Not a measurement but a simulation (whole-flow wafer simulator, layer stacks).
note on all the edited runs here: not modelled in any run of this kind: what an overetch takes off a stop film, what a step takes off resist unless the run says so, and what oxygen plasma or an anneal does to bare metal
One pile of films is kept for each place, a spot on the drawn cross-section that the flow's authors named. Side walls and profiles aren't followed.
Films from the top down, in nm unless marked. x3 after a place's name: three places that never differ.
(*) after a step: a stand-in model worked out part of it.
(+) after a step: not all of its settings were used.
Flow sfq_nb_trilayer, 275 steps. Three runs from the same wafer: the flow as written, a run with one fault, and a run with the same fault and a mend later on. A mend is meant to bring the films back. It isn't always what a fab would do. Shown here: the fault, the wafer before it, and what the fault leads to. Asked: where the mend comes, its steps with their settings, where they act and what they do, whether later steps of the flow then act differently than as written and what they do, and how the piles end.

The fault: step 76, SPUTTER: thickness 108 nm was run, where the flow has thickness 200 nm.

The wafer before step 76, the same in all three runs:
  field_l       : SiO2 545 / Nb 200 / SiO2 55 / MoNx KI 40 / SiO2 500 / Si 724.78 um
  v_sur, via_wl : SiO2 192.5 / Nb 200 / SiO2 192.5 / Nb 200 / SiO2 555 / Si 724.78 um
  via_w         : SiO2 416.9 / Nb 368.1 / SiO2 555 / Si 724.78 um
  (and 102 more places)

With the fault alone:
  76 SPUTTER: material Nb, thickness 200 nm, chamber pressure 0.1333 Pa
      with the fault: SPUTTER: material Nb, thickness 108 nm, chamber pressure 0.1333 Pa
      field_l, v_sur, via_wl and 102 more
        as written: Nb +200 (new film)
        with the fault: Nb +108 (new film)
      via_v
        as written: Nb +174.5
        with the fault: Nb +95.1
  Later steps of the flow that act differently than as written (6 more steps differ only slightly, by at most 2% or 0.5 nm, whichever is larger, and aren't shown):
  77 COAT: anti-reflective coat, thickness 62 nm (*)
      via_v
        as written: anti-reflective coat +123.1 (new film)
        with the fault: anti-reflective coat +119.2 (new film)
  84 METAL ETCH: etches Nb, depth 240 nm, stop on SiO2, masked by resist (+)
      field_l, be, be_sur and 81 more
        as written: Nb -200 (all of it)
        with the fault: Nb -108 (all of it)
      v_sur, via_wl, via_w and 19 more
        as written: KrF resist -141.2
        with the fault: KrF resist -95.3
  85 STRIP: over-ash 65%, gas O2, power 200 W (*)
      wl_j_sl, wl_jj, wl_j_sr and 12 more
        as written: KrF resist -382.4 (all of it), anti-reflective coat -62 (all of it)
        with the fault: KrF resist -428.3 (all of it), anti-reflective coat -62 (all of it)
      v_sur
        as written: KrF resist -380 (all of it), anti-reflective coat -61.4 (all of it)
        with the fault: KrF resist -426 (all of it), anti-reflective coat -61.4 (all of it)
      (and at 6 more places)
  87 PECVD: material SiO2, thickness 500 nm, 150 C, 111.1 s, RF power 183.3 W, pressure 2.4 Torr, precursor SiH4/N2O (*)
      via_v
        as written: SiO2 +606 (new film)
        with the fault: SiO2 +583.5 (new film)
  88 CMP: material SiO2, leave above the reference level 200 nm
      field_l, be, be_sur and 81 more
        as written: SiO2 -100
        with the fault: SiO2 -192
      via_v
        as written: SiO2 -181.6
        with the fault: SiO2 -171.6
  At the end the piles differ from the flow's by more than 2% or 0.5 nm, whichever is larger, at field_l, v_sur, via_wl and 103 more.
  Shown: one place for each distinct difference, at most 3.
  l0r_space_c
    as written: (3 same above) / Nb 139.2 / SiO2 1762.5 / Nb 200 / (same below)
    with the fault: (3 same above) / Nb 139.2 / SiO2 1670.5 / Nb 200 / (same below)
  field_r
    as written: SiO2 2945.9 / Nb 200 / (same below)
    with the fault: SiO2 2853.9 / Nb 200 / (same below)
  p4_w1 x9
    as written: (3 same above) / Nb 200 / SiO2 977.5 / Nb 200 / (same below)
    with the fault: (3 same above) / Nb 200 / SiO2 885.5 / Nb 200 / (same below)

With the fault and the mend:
  The mend comes after step 76.
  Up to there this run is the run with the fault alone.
  76a SPUTTER: material Nb, thickness 92 nm, chamber pressure 0.1333 Pa (the flow's step 76 once more, with other settings)
      field_l, v_sur, via_wl and 102 more
        Nb +92
      via_v
        Nb +75.3
  No later step of the flow acts differently than as written, at any place that is followed, by more than 2% or 0.5 nm, whichever is larger.
  At the end the piles differ from the flow's only slightly at the places that both follow, by at most 2% or 0.5 nm, whichever is larger.
